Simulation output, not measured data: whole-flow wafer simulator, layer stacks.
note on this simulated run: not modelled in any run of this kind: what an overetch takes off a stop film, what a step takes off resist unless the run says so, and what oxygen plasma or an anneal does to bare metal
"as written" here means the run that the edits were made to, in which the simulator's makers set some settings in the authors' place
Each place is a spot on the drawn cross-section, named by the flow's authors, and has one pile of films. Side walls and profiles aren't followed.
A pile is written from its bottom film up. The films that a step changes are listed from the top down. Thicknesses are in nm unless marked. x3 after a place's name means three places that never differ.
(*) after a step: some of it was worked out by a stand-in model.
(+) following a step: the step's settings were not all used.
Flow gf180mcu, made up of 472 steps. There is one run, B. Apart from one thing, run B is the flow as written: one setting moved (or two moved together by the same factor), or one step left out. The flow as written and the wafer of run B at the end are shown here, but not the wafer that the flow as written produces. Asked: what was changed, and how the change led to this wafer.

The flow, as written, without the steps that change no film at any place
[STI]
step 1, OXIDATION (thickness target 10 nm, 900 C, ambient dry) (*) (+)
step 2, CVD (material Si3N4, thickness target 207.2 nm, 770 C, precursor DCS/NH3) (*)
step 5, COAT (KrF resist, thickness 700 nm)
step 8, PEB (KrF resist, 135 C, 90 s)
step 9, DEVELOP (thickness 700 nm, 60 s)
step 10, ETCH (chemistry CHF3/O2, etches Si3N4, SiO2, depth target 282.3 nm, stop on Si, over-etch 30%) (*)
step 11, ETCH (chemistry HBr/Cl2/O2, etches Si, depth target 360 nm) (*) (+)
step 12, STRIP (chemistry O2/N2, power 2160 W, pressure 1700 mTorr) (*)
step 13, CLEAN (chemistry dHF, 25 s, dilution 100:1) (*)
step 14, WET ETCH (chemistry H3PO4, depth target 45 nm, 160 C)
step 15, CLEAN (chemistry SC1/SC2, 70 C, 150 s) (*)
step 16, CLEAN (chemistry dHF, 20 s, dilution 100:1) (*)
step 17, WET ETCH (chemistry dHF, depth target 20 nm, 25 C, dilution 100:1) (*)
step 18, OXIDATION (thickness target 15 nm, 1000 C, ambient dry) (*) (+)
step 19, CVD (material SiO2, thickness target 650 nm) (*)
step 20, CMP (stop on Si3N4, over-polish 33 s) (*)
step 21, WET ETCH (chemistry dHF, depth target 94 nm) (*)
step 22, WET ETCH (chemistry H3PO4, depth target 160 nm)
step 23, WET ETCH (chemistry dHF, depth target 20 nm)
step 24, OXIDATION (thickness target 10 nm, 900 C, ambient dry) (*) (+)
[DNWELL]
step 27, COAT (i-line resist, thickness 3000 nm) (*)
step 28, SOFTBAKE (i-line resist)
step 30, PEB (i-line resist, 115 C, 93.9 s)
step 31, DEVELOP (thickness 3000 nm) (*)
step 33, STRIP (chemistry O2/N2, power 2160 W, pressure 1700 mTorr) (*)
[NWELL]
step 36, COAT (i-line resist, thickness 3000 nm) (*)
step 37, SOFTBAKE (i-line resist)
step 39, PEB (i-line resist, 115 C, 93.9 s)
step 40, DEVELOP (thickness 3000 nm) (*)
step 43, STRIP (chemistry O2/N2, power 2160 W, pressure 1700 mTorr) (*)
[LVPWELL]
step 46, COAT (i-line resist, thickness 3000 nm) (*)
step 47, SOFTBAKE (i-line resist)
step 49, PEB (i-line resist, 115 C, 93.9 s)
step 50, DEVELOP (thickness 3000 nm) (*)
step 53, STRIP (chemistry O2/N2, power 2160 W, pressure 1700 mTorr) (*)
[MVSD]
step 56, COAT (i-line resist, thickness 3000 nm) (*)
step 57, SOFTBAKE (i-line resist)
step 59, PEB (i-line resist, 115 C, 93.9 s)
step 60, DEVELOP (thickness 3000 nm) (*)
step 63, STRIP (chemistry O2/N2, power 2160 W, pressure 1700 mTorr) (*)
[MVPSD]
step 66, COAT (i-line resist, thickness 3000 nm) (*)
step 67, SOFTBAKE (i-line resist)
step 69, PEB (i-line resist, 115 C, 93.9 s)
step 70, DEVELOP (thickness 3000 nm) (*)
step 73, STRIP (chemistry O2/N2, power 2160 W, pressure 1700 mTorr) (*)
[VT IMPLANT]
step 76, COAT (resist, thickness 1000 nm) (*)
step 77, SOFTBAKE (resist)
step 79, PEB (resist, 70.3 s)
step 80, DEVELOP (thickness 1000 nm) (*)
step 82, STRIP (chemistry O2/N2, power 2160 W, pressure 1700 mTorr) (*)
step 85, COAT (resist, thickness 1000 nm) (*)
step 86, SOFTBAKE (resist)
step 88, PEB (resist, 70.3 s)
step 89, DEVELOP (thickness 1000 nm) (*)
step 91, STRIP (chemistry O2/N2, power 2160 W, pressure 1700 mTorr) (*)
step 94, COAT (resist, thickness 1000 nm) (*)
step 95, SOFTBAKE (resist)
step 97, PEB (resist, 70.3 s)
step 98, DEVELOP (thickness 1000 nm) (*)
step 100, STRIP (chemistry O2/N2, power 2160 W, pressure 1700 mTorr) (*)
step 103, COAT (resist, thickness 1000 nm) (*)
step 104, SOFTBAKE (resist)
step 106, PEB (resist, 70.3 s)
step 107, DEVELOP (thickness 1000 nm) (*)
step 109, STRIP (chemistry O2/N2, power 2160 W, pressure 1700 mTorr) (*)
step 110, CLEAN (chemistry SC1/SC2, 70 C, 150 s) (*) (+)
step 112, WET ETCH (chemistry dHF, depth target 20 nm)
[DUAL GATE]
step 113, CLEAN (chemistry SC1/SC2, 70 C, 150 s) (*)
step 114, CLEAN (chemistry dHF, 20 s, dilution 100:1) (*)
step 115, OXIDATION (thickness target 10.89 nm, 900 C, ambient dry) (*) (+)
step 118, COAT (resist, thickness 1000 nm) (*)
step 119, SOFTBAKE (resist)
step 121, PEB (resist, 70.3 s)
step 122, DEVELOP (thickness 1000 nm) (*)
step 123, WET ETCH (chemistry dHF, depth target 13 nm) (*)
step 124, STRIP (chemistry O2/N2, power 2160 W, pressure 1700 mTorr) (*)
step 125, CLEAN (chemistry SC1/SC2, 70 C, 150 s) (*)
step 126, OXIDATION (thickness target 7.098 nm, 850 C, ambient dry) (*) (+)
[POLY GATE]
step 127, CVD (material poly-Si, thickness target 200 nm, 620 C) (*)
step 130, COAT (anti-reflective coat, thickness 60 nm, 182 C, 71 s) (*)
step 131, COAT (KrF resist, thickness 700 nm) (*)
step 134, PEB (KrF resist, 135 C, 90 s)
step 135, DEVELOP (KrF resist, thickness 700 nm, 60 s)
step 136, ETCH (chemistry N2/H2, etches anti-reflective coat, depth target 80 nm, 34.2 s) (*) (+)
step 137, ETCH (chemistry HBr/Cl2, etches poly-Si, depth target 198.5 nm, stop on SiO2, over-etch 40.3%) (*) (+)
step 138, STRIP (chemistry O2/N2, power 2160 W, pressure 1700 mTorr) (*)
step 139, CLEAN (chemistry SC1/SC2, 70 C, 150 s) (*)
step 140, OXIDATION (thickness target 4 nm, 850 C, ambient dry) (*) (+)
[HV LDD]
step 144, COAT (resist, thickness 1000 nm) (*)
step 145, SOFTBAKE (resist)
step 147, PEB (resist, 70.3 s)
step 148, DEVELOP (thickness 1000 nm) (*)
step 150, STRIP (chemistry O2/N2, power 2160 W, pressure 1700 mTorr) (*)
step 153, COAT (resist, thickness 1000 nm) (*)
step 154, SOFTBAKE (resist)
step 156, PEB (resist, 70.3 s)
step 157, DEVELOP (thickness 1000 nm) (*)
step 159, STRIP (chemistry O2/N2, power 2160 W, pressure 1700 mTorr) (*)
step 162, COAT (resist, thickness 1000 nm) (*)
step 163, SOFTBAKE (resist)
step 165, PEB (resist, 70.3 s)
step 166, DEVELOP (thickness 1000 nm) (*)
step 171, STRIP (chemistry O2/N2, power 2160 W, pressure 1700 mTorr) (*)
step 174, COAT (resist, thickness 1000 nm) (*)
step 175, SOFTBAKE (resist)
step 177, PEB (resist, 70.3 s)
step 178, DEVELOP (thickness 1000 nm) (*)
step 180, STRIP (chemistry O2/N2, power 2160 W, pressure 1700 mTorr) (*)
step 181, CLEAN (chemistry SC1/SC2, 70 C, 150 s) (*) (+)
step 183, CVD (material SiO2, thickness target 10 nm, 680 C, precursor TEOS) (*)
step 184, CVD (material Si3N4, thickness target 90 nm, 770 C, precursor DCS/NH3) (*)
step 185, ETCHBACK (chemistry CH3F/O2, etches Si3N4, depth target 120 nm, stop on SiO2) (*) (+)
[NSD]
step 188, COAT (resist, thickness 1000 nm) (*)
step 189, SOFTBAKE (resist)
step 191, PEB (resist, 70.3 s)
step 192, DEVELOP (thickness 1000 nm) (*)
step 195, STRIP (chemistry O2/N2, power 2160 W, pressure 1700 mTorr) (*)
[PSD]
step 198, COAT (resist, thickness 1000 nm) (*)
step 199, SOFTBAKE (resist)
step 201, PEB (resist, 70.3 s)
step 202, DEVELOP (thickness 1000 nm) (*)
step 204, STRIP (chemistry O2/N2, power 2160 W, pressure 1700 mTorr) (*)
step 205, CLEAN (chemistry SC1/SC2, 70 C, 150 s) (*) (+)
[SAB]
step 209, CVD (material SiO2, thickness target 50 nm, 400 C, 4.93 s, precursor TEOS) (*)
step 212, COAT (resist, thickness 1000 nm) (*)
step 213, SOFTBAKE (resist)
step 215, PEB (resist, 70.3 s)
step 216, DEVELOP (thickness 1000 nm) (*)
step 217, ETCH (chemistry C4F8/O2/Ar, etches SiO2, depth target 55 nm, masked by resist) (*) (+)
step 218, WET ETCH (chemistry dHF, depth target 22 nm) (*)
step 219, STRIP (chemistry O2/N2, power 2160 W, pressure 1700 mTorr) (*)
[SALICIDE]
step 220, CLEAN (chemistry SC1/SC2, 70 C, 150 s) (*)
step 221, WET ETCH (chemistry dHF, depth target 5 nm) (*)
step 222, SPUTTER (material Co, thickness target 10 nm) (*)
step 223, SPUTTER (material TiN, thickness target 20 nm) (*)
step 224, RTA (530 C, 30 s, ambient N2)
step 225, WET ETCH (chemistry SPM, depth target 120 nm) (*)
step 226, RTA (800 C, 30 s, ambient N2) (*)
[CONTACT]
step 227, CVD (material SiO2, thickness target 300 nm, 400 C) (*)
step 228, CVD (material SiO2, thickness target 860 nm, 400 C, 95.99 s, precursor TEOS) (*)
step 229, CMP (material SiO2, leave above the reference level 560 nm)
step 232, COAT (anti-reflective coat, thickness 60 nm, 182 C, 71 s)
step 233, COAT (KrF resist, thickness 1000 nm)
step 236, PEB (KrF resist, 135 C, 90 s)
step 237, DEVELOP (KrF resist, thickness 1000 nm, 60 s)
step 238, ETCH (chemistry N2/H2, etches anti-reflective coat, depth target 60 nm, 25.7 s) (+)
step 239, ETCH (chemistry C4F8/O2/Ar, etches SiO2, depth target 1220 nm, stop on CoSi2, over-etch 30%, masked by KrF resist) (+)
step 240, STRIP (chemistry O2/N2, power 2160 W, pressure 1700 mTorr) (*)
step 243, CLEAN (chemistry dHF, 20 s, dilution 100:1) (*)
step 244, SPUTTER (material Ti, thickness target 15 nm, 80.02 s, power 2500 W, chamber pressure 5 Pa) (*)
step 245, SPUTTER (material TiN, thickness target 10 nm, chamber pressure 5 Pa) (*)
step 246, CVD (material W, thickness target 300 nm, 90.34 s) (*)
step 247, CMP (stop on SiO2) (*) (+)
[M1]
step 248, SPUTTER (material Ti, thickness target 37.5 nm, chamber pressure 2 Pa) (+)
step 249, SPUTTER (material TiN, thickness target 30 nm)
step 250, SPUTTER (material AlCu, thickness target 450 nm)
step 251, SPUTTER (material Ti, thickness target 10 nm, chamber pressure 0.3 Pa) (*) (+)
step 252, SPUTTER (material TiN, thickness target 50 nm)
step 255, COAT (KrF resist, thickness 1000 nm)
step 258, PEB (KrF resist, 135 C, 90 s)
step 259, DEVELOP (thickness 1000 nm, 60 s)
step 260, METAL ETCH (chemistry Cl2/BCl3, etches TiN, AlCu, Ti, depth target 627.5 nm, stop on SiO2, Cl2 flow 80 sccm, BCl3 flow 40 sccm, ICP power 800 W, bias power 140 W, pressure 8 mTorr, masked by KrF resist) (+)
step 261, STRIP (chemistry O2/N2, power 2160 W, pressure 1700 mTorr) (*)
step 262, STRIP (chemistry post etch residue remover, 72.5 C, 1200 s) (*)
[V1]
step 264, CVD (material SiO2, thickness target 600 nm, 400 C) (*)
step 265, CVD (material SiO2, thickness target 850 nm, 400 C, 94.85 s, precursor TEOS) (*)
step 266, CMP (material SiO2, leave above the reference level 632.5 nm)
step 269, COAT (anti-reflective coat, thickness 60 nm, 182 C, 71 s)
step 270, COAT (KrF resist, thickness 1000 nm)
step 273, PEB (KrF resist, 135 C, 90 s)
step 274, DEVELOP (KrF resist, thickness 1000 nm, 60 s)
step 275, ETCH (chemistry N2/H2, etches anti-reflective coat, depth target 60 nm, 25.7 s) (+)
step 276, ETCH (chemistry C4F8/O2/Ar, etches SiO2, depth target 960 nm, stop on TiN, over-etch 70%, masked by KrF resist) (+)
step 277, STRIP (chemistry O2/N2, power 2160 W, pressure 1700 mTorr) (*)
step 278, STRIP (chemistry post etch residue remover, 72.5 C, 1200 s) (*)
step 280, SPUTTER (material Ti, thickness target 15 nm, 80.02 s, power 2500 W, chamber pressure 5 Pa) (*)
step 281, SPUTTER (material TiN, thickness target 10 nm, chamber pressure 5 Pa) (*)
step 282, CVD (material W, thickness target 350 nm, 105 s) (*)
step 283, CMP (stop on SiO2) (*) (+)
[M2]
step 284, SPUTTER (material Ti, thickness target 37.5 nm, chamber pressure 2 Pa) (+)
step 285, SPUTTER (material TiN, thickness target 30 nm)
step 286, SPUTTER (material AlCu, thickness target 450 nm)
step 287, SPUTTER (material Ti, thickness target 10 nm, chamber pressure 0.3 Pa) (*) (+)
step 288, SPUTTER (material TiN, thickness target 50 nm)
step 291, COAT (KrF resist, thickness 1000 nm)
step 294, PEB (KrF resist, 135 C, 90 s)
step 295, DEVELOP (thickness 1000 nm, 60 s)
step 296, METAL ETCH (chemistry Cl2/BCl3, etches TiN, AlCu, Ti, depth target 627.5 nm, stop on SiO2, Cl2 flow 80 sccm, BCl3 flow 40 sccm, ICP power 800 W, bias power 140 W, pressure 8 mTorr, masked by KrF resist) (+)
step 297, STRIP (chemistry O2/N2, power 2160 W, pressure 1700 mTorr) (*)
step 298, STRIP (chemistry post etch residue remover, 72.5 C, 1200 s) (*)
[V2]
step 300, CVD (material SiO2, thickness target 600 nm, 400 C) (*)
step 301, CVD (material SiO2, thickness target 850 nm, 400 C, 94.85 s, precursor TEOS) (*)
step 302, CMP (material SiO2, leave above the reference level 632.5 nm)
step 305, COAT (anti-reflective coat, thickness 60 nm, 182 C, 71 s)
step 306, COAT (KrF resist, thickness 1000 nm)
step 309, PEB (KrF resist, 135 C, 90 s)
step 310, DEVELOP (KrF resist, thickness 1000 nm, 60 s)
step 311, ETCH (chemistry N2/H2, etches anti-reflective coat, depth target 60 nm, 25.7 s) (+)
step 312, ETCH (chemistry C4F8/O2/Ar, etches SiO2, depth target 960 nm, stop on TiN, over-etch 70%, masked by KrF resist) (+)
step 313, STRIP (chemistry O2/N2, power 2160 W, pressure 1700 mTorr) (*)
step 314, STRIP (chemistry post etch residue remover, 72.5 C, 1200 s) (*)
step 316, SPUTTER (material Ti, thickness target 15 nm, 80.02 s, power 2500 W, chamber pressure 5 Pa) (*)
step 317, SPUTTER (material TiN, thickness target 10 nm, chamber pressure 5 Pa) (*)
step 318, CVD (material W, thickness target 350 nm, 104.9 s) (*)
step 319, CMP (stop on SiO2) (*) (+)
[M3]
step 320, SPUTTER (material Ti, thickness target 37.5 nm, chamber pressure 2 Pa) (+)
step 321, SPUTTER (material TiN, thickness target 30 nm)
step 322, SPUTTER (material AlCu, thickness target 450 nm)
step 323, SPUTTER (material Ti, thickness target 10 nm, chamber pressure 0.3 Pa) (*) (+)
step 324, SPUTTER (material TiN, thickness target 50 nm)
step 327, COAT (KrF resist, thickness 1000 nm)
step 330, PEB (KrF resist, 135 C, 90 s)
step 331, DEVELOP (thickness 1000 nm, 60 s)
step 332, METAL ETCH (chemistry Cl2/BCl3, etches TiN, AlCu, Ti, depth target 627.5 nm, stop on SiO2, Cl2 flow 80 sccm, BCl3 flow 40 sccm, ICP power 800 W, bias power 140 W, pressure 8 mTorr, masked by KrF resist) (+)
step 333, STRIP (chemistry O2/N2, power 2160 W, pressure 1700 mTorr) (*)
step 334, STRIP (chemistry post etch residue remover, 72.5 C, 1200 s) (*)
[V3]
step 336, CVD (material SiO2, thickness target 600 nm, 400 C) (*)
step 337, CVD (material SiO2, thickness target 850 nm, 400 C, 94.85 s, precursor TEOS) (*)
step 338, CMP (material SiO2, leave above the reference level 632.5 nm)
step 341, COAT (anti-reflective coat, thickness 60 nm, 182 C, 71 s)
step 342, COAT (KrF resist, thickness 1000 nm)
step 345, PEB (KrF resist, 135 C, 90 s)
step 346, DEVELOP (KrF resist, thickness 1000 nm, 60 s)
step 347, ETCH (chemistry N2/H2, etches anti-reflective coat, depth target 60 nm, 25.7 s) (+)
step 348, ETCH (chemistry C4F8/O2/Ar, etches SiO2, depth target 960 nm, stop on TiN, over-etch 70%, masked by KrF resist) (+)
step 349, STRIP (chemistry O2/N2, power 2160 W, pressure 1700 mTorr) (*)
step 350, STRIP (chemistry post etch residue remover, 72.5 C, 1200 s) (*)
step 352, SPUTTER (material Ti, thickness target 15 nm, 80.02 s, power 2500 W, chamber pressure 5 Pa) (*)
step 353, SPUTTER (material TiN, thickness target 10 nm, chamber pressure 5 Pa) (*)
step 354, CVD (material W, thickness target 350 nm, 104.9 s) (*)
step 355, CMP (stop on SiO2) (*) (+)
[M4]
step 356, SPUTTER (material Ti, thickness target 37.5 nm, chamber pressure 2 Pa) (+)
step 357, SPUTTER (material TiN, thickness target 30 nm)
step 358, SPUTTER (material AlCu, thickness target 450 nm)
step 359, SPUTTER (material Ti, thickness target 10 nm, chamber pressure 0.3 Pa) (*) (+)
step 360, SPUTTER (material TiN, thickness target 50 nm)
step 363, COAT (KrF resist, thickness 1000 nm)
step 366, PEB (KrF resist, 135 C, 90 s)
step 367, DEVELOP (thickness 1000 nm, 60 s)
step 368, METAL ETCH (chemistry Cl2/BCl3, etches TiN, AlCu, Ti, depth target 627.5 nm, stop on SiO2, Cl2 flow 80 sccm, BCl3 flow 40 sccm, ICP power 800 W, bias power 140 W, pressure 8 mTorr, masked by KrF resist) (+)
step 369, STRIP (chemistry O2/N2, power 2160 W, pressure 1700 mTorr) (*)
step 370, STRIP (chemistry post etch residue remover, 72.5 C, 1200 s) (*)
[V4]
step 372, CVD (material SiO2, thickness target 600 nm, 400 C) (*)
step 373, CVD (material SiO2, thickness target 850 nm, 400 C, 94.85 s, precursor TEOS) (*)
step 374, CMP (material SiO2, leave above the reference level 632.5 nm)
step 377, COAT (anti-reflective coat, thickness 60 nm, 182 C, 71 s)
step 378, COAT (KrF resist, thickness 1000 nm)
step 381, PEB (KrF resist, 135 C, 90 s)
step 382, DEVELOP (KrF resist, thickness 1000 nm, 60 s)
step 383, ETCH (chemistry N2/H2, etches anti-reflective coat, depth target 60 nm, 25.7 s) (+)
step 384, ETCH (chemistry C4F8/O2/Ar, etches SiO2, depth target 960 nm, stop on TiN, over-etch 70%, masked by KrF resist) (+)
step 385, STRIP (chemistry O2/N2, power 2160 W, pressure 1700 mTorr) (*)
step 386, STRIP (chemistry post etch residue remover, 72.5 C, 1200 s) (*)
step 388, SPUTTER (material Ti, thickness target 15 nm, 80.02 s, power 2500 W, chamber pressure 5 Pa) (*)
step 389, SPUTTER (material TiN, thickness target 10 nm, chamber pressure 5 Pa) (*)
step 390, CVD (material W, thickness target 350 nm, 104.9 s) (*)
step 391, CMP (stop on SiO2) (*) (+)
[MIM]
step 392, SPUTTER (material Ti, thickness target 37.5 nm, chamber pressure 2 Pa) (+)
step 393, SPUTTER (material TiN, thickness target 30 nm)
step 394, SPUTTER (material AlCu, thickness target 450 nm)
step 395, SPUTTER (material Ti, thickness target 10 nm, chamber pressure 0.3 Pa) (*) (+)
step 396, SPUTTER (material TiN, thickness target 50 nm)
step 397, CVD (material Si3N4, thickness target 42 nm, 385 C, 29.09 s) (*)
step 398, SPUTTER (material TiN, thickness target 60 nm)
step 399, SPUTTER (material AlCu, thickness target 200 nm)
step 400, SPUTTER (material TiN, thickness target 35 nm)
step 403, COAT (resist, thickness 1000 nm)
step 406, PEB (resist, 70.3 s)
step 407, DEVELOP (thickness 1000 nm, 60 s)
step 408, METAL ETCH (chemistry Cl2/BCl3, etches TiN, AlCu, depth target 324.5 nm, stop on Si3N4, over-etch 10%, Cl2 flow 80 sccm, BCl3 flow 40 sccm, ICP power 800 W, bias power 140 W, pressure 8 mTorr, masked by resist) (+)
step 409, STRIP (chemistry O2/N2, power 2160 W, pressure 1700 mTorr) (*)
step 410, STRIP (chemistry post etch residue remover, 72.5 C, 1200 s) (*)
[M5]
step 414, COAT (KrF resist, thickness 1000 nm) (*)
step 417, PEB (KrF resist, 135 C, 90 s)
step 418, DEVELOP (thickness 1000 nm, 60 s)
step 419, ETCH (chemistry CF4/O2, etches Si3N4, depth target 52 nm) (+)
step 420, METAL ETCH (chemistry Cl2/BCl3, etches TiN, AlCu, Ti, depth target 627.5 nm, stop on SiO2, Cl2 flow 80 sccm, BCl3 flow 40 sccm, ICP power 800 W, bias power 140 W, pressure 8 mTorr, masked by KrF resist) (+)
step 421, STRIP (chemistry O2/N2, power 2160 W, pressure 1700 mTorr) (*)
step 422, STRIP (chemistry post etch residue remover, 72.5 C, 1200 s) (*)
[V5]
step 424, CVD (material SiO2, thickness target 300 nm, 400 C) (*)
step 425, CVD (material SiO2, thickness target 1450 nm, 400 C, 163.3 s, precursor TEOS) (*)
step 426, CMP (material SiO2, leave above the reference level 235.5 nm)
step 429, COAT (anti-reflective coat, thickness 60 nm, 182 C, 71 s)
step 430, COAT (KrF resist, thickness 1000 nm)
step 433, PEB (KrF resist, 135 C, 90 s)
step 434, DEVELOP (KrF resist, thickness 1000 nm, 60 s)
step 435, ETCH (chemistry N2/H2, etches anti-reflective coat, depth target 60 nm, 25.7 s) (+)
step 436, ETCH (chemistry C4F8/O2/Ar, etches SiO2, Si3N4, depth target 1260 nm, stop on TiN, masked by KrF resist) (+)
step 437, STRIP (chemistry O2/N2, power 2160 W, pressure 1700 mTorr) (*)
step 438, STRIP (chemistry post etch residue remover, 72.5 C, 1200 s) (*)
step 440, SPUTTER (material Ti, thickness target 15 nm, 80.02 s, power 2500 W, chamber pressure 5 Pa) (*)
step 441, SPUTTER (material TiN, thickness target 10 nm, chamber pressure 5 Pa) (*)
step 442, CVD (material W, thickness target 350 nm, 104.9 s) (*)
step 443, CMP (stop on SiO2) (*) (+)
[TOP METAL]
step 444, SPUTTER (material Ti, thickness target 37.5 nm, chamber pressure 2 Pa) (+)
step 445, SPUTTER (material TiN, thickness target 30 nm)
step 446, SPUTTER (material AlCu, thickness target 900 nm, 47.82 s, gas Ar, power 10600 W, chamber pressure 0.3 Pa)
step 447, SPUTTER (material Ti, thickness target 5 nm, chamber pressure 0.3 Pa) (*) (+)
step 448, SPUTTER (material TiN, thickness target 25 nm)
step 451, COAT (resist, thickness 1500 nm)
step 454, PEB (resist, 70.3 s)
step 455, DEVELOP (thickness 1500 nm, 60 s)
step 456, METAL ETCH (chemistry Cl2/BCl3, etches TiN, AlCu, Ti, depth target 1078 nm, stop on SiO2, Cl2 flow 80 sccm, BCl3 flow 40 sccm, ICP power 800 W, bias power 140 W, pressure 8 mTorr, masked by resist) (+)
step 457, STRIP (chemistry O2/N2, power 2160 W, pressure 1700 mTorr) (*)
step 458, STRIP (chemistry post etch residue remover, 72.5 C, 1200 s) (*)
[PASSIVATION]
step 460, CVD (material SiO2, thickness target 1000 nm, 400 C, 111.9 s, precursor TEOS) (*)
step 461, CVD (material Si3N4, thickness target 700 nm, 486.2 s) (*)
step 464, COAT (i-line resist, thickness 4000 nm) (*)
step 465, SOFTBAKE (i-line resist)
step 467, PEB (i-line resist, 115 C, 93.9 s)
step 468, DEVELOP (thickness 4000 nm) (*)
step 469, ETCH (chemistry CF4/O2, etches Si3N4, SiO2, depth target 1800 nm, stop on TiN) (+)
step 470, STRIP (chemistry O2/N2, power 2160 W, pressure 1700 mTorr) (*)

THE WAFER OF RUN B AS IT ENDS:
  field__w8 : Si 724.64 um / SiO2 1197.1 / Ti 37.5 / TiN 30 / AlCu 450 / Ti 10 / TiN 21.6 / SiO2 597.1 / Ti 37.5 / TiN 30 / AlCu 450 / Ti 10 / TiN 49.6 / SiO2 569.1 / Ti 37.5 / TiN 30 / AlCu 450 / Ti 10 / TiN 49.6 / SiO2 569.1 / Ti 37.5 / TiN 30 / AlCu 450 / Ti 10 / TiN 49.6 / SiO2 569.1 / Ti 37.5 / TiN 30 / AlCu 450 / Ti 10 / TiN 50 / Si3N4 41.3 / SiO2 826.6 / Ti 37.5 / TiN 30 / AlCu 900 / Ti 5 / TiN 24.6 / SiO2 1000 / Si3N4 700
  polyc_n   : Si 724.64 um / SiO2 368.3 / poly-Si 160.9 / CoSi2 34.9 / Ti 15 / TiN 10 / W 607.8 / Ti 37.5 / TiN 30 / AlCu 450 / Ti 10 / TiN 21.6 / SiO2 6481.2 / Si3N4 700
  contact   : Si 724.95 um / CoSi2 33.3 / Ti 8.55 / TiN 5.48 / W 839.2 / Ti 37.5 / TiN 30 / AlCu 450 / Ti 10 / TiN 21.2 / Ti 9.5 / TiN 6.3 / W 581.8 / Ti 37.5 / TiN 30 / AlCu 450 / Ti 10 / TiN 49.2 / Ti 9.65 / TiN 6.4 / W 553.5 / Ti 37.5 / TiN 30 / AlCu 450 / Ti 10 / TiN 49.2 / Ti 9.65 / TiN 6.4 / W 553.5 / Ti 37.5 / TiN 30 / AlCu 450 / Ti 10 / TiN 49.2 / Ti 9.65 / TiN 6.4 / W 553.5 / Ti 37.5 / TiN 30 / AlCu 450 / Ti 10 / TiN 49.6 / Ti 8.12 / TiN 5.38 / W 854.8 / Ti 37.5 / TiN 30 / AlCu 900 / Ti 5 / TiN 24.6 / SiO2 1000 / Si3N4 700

What caused this: step 252, SPUTTER: thickness target 22 nm was run, while the flow as written has thickness target 50 nm.

Step by step, how the change led to this:
  step 252, SPUTTER (material TiN, thickness target 50 nm)
      field, field__w1, field__w2 and 108 more: TiN gains 22 (new film) (as written it would have been: TiN gains 50 (new film))
  step 260, METAL ETCH (chemistry Cl2/BCl3, etches TiN, AlCu, Ti, depth target 627.5 nm, stop on SiO2, Cl2 flow 80 sccm, BCl3 flow 40 sccm, ICP power 800 W, bias power 140 W, pressure 8 mTorr, masked by KrF resist) (+)
      field, field__w1, field__w2 and 99 more: TiN loses 22 (all of it), Ti loses 10 (all of it), AlCu loses 450 (all of it), TiN loses 30 (all of it), Ti loses 37.5 (all of it) (as written it would have been: TiN loses 50 (all of it), Ti loses 10 (all of it), AlCu loses 450 (all of it), TiN loses 30 (all of it), Ti loses 37.5 (all of it))
  step 266, CMP (material SiO2, leave above the reference level 632.5 nm)
      field__w8, contact, m1 and 6 more: SiO2 loses 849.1 (as written it would have been: SiO2 loses 877.1)
  step 276, ETCH (chemistry C4F8/O2/Ar, etches SiO2, depth target 960 nm, stop on TiN, over-etch 70%, masked by KrF resist) (+)
      contact: SiO2 loses 600.5 (all of it) (as written it would have been: SiO2 loses 572.5 (all of it))
  step 282, CVD (material W, thickness target 350 nm, 105 s) (*)
      contact: W gains 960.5 (new film) (as written it would have been: W gains 932.3 (new film))
